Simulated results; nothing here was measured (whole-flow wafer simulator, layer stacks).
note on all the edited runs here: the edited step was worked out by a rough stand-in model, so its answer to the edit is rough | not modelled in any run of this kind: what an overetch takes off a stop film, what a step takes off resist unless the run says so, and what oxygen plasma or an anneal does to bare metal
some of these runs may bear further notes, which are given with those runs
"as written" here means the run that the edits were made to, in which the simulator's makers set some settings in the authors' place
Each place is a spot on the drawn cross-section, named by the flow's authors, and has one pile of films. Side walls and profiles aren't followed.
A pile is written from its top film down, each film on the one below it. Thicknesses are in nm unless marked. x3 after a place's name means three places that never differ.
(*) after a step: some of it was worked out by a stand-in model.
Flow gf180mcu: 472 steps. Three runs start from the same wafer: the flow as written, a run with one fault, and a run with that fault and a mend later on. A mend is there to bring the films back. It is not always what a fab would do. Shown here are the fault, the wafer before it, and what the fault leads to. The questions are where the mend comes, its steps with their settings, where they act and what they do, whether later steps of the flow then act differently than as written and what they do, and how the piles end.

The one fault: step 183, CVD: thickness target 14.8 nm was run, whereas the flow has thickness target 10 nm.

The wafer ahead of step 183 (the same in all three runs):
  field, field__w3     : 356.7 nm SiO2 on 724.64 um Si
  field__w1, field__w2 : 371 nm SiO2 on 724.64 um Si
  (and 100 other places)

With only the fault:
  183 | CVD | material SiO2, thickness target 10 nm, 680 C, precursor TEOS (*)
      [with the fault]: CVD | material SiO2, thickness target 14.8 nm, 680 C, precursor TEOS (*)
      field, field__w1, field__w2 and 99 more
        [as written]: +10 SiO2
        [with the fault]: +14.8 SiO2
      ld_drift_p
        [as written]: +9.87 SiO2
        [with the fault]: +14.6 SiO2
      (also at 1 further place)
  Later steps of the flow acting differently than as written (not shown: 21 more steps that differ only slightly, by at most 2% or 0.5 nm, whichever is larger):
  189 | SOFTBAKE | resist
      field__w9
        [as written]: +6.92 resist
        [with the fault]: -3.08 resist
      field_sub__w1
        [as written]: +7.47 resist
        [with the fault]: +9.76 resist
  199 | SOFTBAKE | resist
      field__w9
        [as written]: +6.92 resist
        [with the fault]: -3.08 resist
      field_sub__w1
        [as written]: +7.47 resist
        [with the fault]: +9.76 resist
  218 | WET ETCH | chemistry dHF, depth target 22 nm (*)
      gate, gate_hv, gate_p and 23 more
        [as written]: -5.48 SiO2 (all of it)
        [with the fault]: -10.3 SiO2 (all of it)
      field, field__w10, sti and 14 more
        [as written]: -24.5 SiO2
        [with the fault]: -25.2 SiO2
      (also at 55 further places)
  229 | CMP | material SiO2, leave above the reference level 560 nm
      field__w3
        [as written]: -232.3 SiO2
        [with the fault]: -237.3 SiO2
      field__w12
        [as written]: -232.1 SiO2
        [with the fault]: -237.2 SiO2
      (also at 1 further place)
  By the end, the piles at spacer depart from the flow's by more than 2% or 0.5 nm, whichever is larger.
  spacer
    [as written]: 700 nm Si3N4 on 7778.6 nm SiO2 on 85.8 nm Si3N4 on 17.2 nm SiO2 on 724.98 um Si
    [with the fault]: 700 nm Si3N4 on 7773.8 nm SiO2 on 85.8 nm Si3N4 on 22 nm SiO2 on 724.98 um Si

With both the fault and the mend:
  After step 183 comes the mend.
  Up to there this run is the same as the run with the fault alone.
  183a | WET ETCH | chemistry dHF, depth target 4.8 nm, 25 C, dilution 100:1 (the flow's step 17 again, with other settings)
      field, field__w1, field__w2 and 101 more
        -4.8 SiO2
  Later steps of the flow that are run all act as written at every place that is followed, up to a difference of at most 2% or 0.5 nm, whichever is larger.
  The piles end only slightly different from the flow's at the places that both follow, by no more than 2% or 0.5 nm, whichever is larger.
